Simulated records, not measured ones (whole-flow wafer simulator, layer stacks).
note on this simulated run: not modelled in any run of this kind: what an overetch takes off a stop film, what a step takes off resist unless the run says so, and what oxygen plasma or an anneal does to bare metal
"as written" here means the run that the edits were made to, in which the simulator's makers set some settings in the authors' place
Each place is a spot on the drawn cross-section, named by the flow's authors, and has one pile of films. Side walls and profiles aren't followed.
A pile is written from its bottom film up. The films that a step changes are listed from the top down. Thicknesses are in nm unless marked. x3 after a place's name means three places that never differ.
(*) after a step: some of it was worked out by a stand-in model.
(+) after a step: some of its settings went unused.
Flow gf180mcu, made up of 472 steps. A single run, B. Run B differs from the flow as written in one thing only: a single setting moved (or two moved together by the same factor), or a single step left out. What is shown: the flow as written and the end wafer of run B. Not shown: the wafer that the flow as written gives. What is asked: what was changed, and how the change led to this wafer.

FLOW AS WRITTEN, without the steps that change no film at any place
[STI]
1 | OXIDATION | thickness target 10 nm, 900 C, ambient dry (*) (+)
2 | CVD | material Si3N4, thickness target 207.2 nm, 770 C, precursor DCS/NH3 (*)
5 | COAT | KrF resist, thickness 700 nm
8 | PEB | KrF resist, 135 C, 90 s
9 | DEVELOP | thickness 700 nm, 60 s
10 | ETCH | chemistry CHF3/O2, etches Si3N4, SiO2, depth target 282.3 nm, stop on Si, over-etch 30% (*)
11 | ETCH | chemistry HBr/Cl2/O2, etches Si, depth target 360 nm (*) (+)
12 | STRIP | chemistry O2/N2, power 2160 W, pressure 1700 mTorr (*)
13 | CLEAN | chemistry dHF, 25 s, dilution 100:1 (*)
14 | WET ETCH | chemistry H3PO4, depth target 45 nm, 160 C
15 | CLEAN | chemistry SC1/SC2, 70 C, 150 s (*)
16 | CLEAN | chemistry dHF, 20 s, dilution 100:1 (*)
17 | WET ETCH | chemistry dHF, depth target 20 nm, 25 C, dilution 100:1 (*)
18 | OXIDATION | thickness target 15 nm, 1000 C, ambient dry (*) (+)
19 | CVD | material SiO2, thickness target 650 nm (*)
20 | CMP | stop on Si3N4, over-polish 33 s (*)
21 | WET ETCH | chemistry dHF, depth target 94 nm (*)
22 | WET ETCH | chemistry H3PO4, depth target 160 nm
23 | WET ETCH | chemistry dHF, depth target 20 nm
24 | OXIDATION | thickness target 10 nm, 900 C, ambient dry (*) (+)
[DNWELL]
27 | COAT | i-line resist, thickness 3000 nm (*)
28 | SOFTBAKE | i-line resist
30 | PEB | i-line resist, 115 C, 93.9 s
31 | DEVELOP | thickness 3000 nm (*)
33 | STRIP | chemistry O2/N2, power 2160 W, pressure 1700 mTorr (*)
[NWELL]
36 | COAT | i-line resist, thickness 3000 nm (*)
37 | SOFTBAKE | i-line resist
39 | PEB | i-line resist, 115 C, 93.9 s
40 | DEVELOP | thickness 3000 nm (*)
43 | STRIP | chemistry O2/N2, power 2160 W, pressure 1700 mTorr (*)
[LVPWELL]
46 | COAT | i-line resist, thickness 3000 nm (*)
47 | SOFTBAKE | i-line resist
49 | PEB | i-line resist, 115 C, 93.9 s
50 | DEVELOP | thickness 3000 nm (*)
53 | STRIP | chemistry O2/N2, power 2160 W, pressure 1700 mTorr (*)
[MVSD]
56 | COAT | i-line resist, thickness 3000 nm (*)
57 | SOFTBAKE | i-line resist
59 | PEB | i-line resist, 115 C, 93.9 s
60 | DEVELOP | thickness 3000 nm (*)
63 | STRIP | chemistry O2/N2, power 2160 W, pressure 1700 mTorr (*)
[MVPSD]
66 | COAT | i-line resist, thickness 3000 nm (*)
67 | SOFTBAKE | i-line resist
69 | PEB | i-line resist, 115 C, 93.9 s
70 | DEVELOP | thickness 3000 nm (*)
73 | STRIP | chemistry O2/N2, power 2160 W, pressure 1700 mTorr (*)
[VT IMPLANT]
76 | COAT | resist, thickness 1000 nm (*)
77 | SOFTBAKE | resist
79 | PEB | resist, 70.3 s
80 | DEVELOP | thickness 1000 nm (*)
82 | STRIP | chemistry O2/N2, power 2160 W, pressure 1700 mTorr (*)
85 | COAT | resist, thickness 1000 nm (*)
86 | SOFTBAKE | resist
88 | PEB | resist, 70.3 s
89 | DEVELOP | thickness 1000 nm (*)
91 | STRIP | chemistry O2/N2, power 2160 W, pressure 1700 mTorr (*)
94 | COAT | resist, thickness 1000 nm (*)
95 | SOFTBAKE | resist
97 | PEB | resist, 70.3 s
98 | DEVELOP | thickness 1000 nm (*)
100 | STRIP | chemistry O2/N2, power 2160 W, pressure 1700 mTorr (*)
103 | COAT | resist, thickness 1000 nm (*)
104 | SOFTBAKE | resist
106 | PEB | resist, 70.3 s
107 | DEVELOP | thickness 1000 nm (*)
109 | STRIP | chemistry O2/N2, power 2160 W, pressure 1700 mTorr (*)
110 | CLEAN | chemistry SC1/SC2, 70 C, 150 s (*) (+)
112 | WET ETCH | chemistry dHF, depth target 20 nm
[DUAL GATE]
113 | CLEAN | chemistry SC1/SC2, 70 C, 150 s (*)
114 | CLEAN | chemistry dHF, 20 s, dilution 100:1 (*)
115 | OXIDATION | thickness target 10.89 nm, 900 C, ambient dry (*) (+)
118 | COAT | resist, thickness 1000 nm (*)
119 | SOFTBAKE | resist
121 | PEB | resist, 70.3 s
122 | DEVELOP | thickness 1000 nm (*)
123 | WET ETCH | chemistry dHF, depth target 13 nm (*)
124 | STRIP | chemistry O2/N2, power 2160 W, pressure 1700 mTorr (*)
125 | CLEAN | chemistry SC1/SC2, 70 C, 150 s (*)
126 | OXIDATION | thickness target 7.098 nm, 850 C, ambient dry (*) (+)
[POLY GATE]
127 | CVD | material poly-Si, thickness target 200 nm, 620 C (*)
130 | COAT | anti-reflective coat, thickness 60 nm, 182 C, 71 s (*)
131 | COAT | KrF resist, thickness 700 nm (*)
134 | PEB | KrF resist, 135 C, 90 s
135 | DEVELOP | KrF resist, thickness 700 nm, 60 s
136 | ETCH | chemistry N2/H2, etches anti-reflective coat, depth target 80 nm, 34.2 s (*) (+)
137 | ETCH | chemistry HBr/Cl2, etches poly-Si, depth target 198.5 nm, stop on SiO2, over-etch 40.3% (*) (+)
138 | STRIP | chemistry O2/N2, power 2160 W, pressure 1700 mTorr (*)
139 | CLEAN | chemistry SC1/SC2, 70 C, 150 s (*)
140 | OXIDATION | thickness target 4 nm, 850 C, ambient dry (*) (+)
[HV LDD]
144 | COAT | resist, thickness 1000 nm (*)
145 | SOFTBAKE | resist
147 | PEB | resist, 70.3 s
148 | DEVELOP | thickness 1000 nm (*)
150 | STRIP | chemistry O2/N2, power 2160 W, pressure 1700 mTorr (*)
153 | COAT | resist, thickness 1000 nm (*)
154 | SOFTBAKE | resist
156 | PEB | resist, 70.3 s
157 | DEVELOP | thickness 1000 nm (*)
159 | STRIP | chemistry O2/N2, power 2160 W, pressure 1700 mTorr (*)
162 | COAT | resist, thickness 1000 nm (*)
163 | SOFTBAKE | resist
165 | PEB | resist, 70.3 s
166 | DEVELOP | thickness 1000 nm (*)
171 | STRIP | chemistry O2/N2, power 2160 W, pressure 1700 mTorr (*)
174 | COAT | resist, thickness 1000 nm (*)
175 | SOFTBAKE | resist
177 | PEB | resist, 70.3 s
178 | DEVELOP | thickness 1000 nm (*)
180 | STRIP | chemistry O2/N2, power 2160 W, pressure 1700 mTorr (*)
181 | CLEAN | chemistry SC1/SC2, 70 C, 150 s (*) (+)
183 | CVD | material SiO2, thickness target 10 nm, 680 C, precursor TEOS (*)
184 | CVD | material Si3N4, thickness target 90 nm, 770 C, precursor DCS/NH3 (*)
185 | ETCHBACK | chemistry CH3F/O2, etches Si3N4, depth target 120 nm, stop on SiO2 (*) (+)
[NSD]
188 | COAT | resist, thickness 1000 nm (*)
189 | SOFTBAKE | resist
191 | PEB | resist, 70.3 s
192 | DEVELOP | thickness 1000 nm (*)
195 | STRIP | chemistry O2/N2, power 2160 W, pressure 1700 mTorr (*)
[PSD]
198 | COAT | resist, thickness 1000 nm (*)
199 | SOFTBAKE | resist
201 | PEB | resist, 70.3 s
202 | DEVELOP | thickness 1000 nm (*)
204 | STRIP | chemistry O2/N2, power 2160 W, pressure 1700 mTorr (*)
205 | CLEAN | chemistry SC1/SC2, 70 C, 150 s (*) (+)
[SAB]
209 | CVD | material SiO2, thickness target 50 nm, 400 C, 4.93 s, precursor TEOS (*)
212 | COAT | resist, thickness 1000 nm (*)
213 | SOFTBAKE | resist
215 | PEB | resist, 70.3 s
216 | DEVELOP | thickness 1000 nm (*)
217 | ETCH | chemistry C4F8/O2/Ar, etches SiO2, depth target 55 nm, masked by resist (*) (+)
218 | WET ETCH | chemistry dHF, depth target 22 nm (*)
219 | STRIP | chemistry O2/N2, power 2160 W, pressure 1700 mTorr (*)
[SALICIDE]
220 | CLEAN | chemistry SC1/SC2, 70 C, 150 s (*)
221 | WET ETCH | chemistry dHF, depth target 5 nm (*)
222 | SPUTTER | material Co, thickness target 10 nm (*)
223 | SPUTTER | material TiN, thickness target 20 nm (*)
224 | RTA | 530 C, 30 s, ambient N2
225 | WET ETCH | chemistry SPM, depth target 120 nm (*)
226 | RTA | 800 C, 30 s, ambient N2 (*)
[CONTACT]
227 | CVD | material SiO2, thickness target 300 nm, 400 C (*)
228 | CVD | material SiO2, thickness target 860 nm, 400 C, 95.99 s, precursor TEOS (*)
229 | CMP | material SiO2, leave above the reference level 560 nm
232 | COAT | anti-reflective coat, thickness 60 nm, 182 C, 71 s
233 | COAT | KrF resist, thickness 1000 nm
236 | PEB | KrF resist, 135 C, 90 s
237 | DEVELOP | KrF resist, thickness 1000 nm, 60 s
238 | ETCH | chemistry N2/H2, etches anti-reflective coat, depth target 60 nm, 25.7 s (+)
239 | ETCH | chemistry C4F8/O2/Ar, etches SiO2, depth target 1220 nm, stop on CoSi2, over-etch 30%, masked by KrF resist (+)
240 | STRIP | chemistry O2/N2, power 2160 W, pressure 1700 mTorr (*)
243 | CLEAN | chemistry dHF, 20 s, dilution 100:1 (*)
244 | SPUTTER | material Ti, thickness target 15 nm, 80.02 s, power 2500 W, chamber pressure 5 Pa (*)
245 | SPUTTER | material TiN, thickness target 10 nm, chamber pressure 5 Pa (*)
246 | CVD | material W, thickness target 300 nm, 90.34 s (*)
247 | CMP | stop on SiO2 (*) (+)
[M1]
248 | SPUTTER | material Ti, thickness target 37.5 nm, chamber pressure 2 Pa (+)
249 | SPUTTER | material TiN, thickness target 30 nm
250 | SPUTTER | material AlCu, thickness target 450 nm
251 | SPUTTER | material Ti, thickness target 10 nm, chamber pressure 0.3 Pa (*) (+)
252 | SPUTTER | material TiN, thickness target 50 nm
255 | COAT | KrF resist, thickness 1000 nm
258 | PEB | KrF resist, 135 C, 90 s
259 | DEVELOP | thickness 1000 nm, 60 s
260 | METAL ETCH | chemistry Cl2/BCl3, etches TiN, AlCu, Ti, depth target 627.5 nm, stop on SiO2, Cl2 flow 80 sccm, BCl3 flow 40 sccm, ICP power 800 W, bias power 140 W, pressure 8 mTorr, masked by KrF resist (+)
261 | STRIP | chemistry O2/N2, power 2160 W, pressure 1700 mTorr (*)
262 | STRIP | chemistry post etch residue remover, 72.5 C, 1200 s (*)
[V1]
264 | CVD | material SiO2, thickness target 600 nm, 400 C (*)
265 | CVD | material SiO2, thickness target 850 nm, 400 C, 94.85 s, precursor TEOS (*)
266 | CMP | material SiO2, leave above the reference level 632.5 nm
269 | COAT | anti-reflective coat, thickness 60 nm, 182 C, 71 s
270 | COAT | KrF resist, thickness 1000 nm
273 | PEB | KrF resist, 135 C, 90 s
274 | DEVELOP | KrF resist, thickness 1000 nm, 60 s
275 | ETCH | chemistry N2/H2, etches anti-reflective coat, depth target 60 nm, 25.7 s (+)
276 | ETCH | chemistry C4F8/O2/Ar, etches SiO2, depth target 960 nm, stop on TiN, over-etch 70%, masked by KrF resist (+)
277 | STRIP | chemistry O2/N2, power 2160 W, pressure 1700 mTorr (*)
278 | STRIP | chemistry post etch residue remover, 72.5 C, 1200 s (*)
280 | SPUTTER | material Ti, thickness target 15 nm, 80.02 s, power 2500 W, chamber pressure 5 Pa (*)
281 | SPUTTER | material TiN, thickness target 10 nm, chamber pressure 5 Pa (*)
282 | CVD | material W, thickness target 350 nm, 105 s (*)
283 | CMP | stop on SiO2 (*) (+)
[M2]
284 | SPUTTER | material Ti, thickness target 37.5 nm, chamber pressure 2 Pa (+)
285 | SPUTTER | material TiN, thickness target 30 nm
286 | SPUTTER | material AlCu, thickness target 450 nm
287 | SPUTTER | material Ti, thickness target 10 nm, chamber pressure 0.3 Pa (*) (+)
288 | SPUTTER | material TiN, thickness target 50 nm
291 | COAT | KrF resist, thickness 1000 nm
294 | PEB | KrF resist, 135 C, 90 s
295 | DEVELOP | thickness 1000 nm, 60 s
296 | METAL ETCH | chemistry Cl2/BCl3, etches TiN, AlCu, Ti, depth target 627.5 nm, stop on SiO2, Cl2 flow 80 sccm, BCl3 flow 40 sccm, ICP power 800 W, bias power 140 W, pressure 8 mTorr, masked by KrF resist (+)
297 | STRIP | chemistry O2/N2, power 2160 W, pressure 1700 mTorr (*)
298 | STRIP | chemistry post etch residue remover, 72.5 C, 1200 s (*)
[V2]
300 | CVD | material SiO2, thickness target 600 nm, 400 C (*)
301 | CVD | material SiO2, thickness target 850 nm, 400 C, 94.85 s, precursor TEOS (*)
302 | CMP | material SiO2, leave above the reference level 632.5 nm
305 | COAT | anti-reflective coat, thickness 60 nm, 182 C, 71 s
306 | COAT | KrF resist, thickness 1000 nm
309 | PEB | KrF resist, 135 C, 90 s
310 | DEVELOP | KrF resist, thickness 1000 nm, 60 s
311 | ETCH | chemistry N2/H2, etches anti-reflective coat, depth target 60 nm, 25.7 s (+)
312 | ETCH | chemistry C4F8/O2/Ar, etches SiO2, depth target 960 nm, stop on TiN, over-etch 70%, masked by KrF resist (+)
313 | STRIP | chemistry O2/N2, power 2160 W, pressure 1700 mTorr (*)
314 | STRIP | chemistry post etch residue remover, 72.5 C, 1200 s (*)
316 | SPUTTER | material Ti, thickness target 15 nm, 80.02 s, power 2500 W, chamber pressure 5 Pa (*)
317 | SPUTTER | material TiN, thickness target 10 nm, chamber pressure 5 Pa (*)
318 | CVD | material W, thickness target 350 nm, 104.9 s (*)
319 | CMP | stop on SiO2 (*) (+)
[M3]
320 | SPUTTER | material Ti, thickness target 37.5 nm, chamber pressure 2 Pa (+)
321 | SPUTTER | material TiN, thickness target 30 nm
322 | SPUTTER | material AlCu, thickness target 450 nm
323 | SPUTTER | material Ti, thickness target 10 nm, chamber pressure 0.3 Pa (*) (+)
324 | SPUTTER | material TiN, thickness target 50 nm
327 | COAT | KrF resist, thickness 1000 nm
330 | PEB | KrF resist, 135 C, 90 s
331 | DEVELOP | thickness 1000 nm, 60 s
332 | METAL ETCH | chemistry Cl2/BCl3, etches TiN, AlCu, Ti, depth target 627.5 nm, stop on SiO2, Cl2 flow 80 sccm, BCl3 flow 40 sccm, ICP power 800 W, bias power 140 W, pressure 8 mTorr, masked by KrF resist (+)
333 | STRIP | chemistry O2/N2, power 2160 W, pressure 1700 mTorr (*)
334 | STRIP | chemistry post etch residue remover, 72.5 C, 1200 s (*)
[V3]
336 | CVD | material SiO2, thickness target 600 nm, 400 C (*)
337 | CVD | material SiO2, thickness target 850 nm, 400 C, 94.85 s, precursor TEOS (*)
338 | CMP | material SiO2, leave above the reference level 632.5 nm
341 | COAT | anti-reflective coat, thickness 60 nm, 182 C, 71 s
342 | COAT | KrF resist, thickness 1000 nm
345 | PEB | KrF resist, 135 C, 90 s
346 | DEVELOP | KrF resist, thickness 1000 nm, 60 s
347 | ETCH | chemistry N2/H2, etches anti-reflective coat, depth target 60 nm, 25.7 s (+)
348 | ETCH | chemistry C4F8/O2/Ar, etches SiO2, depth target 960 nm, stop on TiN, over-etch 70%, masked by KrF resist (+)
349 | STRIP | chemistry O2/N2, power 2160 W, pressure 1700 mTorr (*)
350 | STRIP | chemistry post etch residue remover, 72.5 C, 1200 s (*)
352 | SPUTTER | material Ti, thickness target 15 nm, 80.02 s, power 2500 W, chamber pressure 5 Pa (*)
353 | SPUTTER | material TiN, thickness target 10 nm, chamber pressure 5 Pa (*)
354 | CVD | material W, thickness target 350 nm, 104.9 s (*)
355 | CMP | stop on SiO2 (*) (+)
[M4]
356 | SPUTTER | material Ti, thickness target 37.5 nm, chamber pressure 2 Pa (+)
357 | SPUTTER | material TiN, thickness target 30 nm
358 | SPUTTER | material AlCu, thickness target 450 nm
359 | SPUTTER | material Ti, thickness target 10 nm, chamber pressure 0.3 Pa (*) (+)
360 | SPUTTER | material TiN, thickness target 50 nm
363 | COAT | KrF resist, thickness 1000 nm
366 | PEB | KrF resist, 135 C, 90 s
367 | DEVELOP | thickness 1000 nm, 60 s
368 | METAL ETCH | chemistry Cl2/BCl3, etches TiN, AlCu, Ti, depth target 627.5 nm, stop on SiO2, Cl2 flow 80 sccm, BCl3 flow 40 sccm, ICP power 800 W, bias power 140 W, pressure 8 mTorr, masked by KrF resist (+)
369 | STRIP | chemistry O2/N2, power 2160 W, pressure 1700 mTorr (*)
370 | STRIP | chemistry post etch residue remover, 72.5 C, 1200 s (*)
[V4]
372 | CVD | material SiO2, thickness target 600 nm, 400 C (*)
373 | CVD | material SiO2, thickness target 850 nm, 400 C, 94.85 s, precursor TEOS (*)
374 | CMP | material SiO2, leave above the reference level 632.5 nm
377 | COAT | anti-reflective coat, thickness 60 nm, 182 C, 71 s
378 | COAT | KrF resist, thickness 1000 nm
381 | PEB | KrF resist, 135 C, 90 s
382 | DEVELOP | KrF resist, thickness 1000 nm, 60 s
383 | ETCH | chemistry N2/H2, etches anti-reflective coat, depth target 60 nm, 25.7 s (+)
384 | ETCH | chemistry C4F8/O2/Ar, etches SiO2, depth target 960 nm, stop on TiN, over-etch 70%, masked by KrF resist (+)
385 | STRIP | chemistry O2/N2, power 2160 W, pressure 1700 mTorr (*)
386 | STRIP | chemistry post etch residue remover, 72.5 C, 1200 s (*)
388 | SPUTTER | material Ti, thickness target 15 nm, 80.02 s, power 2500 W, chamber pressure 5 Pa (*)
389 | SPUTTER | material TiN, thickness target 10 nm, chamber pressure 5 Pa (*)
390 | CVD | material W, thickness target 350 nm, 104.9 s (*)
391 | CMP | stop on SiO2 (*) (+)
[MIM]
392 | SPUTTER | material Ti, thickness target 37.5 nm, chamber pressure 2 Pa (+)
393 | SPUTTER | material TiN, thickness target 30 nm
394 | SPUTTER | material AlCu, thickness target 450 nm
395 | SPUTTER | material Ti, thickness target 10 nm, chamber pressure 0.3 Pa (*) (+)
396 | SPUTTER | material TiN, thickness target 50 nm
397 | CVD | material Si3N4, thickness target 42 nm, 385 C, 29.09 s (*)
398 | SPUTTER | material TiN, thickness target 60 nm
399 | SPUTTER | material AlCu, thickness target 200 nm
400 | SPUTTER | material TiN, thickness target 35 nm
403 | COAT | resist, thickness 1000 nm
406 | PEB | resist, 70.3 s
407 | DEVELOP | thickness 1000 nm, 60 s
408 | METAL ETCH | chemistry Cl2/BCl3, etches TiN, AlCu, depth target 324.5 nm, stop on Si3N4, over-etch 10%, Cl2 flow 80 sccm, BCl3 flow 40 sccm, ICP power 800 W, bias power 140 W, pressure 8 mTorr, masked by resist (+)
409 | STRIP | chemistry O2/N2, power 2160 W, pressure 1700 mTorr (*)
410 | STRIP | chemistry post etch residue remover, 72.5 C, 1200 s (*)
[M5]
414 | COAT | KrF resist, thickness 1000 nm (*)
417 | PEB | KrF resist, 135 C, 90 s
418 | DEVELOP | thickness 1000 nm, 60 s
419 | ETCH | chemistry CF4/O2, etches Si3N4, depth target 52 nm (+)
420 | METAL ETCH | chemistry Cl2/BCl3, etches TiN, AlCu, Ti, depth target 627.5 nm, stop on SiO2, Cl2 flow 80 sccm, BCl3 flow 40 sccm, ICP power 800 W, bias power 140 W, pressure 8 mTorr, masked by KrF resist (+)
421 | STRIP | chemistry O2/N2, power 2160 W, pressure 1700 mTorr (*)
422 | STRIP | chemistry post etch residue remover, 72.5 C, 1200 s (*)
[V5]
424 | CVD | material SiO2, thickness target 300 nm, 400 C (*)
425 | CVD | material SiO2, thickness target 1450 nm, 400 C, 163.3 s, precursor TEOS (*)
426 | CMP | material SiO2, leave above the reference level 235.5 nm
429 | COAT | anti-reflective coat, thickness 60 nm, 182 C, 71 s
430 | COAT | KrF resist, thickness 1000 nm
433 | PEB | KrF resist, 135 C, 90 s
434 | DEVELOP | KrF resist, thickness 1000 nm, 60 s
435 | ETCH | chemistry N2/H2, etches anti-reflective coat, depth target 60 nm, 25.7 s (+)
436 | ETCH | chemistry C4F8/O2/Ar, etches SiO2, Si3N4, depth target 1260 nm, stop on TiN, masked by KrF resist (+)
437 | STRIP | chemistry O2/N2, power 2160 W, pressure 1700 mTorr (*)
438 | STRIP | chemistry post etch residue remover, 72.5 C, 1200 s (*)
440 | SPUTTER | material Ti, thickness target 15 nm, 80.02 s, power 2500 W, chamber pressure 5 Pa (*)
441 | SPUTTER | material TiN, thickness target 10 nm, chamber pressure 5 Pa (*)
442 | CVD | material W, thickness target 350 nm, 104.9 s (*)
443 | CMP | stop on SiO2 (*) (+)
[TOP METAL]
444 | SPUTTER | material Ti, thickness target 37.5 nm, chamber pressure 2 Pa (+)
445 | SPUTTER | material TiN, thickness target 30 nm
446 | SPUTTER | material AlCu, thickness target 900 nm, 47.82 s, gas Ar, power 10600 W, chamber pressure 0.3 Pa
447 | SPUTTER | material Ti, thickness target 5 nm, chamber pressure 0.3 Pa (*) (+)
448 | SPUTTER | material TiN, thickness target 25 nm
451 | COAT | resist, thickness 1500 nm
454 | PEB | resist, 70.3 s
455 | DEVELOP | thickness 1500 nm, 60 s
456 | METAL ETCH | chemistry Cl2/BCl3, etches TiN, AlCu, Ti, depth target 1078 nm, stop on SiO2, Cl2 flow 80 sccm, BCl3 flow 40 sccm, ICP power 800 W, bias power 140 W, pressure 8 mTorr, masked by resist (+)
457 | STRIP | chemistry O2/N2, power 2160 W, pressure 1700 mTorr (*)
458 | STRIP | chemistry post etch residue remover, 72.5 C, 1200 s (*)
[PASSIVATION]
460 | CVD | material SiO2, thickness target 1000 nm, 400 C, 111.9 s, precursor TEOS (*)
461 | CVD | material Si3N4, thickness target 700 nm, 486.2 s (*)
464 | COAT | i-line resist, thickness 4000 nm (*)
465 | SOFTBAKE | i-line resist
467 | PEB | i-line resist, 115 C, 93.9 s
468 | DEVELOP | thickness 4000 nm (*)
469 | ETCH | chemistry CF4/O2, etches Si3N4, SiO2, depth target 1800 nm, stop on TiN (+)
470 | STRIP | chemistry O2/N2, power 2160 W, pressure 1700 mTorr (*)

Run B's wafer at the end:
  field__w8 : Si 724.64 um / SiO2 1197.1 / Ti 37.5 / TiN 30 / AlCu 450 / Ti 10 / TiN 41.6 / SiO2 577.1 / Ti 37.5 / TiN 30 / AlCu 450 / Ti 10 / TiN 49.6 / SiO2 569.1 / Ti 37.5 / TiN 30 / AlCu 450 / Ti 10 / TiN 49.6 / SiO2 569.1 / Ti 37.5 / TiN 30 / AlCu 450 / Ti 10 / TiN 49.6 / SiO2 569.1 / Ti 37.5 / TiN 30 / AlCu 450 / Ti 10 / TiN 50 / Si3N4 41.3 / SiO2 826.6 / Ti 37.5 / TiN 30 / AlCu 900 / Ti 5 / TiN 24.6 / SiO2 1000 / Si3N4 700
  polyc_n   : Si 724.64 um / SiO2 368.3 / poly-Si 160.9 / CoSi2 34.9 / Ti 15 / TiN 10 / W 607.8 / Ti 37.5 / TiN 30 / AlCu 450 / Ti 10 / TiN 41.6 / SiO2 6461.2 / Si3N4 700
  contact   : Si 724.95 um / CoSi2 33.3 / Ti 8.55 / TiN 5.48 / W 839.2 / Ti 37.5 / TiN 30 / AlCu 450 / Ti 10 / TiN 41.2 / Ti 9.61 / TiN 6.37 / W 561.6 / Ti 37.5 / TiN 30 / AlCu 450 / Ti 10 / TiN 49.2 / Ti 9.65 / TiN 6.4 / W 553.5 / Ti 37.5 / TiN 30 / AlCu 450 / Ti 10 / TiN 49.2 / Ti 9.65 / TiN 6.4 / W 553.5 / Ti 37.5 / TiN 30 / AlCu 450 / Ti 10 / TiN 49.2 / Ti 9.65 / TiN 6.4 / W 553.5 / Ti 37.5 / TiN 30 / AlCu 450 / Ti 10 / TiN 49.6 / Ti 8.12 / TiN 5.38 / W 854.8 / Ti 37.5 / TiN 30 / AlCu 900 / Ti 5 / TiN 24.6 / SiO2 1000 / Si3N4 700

The reason: step 252, SPUTTER: thickness target 42 nm was run, while the flow as written has thickness target 50 nm.

The path from the change to this, step by step:
  252 | SPUTTER | material TiN, thickness target 50 nm
      field, field__w1, field__w2 and 108 more: +42 TiN (new film) (in the flow as written it would be: +50 TiN (new film))
  260 | METAL ETCH | chemistry Cl2/BCl3, etches TiN, AlCu, Ti, depth target 627.5 nm, stop on SiO2, Cl2 flow 80 sccm, BCl3 flow 40 sccm, ICP power 800 W, bias power 140 W, pressure 8 mTorr, masked by KrF resist (+)
      field, field__w1, field__w2 and 99 more: -42 TiN (all of it), -10 Ti (all of it), -450 AlCu (all of it), -30 TiN (all of it), -37.5 Ti (all of it) (in the flow as written it would be: -50 TiN (all of it), -10 Ti (all of it), -450 AlCu (all of it), -30 TiN (all of it), -37.5 Ti (all of it))
